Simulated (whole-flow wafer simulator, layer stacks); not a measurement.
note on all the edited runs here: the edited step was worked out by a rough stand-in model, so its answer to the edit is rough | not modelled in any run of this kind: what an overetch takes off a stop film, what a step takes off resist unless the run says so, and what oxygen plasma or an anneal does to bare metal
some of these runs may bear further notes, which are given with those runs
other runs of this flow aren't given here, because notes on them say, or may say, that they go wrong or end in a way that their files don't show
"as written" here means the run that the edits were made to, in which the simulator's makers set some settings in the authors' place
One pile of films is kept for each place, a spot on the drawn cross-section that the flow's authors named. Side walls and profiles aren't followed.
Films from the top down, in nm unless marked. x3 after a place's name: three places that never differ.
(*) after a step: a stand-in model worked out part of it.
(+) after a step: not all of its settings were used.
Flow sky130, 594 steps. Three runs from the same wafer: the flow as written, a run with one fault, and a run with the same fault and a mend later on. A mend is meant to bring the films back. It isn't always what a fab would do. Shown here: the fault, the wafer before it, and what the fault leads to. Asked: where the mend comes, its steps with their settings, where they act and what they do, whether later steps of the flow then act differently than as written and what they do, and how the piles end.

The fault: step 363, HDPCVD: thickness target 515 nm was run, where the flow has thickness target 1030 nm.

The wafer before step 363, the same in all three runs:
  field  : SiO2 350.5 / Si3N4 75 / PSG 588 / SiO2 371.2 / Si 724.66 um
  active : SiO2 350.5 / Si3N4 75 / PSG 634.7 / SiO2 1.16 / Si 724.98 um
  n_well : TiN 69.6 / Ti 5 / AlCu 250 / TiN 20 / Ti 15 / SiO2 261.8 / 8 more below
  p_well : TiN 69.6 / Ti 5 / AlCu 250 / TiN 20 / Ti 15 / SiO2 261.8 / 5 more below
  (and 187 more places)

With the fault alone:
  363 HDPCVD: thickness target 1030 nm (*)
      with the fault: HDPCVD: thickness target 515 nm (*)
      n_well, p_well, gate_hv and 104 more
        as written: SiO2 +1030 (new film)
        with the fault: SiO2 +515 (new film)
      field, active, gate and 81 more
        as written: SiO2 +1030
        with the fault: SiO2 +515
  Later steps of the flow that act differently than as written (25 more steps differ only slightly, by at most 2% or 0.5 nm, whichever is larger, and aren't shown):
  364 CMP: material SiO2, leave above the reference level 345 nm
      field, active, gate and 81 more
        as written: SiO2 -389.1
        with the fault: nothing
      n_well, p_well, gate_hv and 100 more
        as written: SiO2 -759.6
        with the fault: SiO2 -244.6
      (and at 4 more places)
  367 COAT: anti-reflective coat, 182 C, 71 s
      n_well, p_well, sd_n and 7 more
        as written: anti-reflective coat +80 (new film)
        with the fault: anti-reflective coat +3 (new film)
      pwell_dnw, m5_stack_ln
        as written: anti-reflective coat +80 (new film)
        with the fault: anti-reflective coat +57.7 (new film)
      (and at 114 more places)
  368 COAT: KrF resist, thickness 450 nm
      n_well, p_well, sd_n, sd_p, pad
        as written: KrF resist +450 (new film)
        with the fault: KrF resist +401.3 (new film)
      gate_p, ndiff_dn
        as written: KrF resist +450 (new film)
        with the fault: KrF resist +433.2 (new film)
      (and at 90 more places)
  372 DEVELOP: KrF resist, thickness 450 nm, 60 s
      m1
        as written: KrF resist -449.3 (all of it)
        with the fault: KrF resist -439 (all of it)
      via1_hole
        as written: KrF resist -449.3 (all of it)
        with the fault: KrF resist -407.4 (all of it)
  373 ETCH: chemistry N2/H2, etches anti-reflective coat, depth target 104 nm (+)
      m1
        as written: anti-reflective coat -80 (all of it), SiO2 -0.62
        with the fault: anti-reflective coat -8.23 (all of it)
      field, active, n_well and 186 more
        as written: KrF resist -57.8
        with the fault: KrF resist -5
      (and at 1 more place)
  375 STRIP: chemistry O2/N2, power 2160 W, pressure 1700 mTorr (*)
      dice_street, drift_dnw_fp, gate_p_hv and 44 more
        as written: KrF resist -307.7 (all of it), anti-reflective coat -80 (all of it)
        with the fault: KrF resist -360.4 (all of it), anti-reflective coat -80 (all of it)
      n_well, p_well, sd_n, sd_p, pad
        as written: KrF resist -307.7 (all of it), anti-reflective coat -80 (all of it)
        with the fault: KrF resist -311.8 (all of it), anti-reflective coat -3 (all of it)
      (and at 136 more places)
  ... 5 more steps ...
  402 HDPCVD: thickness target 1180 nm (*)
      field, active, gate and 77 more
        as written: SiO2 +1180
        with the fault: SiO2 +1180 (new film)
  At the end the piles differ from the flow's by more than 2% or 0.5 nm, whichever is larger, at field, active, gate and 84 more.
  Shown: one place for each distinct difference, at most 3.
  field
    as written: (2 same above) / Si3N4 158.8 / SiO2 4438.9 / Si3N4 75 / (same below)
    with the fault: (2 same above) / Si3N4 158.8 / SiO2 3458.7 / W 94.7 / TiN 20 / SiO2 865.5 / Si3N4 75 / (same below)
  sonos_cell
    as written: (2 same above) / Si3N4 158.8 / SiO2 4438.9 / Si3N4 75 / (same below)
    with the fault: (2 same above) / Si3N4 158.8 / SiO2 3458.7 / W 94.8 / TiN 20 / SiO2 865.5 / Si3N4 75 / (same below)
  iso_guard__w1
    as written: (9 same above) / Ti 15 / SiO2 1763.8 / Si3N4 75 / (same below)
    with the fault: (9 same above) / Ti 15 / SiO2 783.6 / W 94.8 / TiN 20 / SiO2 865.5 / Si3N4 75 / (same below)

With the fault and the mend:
  The mend comes after step 363.
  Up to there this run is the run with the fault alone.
  363a HDPCVD: thickness target 515 nm (*) (the flow's step 363 once more, with other settings)
      field, active, n_well and 188 more
        SiO2 +515
  No later step of the flow acts differently than as written at any place that is followed.
  At the end the piles are the same as the flow's at every place that both follow.
